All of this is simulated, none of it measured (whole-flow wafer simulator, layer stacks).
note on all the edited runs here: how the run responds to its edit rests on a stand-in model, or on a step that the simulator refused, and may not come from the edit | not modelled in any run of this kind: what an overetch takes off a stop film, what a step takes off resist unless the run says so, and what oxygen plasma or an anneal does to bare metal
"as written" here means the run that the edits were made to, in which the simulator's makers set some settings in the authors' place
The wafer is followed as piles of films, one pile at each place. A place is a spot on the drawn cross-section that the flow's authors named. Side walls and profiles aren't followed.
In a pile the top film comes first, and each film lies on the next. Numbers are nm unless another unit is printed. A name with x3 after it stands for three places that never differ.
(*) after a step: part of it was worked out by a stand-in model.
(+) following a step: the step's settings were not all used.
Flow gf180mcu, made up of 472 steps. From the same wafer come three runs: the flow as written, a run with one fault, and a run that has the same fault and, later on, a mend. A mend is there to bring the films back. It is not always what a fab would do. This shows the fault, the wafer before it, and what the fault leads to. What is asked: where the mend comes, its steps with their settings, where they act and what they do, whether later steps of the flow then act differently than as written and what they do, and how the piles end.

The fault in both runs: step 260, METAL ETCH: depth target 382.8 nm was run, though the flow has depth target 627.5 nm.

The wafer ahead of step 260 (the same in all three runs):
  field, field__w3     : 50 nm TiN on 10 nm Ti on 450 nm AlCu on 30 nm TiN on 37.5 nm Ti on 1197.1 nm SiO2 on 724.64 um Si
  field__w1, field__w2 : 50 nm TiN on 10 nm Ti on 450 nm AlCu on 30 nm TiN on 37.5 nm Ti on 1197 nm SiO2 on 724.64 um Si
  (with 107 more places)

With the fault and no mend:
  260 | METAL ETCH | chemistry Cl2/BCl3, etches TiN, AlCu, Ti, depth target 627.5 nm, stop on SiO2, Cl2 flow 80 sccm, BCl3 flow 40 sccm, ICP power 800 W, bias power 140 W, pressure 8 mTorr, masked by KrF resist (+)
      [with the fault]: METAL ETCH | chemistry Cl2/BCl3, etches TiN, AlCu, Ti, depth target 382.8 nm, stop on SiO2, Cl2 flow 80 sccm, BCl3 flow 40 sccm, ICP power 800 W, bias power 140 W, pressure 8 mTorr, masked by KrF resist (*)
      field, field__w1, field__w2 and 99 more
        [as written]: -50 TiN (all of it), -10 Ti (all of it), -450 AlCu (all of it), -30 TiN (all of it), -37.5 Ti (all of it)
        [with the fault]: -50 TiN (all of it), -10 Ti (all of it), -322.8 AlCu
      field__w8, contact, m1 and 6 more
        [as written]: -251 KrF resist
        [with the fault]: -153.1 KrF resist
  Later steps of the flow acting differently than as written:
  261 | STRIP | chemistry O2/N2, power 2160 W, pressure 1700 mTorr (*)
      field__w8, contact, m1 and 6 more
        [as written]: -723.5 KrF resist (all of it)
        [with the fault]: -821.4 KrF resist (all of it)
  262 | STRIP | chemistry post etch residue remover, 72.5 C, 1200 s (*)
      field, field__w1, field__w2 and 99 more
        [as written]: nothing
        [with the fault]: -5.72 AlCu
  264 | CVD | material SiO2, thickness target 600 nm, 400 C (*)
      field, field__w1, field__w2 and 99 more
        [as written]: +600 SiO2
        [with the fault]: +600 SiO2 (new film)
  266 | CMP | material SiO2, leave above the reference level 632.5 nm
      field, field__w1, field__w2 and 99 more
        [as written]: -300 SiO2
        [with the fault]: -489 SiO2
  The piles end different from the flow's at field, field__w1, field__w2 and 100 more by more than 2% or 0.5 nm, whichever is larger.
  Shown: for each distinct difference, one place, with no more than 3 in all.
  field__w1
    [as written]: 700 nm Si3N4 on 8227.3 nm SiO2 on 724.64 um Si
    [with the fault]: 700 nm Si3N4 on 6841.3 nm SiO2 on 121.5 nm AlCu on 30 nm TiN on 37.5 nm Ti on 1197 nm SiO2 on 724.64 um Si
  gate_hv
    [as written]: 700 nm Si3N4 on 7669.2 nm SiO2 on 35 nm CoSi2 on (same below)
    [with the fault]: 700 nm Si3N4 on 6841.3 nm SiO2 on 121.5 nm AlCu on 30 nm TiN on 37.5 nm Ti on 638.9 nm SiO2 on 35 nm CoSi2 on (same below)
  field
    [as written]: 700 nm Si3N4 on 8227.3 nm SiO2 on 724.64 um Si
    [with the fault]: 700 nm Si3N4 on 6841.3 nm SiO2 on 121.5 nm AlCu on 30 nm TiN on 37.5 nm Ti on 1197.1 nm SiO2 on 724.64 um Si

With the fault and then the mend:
  After step 262 comes the mend.
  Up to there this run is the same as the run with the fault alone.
  262a | DEHYDRATE | 200 C, 60 s (the flow's step 253 again)
      alters no film at any place that is followed
  262b | HMDS | 120 C, 60 s (the flow's step 254 again)
      alters no film at any place that is followed
  262c | COAT | KrF resist, thickness 1000 nm (*) (the flow's step 255 again)
      iso_ptap_pw, iso_ntap_nw, iso_nw_fld and 33 more
        +1000 KrF resist (new film)
      field_sub, field_sub__w3, p_well and 8 more
        +1002.6 KrF resist (new film)
      field_sub__w2, field_sub__w4, ld_drn_n and 7 more
        +1002.4 KrF resist (new film)
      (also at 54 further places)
  262d | SOFTBAKE | KrF resist (the flow's step 256 again)
      alters no film at any place that is followed
  262e | EXPOSE | photomask Metal1 (the flow's step 257 again)
      alters no film at any place that is followed
  262f | PEB | KrF resist, 135 C, 90 s (the flow's step 258 again)
      field__w1, field__w2, field__w3 and 57 more
        -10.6 KrF resist
      iso_ptap_pw, iso_ntap_nw, iso_nw_fld and 33 more
        -10.5 KrF resist
      field__w8, m1
        -5.91 KrF resist
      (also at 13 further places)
  262g | DEVELOP | thickness 1000 nm, 60 s (the flow's step 259 again)
      iso_ptap_pw, iso_ntap_nw, iso_nw_fld and 33 more
        -989.5 KrF resist (all of it)
      field__w5, field__w9, field_sub and 12 more
        -992 KrF resist (all of it)
      field_sub__w2, field_sub__w4, gate_nat and 11 more
        -991.9 KrF resist (all of it)
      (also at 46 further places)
  262h | METAL ETCH | chemistry Cl2/BCl3, etches TiN, AlCu, Ti, depth target 244.7 nm, stop on SiO2, Cl2 flow 80 sccm, BCl3 flow 40 sccm, ICP power 800 W, bias power 140 W, pressure 8 mTorr, masked by KrF resist (+) (the flow's step 260 again, with other settings)
      field, field__w1, field__w2 and 99 more
        -121.5 AlCu (all of it), -30 TiN (all of it), -37.5 Ti (all of it)
      field__w8, contact, m1 and 6 more
        -97.9 KrF resist
  262i | STRIP | chemistry O2/N2, power 2160 W, pressure 1700 mTorr (*) (the flow's step 261 again)
      field__w8
        -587 KrF resist (all of it)
      contact
        -585.1 KrF resist (all of it)
      m1
        -587.3 KrF resist (all of it)
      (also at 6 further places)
  262j | STRIP | chemistry post etch residue remover, 72.5 C, 1200 s (*) (the flow's step 262 again)
      field__w8, contact, m1 and 6 more
        -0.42 TiN
  Every later step of the flow that is run acts as written, at every place that is followed, to within 2% or 0.5 nm, whichever is larger.
  At the end the piles are close to the flow's at the places that both follow, differing by at most 2% or 0.5 nm, whichever is larger.
